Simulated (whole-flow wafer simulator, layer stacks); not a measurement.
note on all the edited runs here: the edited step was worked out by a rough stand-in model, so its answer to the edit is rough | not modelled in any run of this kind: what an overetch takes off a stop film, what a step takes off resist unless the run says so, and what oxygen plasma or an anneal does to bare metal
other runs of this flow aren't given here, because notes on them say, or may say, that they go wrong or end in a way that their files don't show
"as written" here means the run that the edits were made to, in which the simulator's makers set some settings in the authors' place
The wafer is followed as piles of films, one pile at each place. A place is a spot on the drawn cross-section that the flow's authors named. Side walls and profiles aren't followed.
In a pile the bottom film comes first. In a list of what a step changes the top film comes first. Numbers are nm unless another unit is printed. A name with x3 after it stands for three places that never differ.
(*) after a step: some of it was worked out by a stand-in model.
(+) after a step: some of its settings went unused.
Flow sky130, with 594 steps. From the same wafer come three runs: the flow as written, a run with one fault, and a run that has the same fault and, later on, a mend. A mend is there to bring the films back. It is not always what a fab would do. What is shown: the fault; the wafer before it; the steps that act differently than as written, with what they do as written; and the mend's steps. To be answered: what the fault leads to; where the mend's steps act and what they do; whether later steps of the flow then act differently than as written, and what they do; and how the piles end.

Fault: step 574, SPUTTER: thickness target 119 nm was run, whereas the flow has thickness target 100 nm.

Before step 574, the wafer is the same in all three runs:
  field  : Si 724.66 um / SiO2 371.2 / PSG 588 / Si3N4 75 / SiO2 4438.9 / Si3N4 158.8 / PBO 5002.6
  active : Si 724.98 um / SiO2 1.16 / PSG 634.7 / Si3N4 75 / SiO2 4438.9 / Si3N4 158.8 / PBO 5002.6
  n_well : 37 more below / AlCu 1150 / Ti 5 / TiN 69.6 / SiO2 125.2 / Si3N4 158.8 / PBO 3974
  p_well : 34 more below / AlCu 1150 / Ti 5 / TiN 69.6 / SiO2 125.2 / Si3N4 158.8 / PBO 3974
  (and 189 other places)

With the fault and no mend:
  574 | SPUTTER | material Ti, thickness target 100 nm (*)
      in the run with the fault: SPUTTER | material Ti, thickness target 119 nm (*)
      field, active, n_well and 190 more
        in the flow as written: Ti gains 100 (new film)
        in the run with the fault: Ti gains 119 (new film)
  Steps further on in the flow that do not act as written (7 more steps, not shown, differ only slightly: by at most 2% or 0.5 nm, whichever is larger):
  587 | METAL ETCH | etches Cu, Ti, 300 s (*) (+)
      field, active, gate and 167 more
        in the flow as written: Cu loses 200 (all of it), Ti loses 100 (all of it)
        in the run with the fault: Cu loses 200 (all of it), Ti loses 119 (all of it)
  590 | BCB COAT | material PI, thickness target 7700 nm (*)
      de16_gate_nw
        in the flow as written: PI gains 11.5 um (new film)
        in the run with the fault: PI gains 11.52 um (new film)
  At n_well, p_well, sd_n and 20 more, the piles at the end differ from the flow's by more than 2% or 0.5 nm, whichever is larger.
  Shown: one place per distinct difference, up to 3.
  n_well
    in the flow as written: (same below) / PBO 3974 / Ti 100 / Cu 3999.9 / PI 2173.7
    in the run with the fault: (same below) / PBO 3974 / Ti 119 / Cu 3999.9 / PI 2161.3
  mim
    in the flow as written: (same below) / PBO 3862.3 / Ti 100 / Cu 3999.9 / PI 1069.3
    in the run with the fault: (same below) / PBO 3862.3 / Ti 119 / Cu 3999.9 / PI 1051.6
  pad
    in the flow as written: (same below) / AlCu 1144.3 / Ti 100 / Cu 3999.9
    in the run with the fault: (same below) / AlCu 1144.3 / Ti 119 / Cu 3999.9

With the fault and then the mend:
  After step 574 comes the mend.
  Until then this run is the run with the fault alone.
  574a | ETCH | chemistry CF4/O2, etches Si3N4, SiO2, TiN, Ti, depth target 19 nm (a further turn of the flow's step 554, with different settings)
      field, active, n_well and 190 more
        Ti loses 19
  Later steps of the flow that are run all act as written at every place that is followed, up to a difference of at most 2% or 0.5 nm, whichever is larger.
  By the end, the piles equal the flow's at every place that both follow.
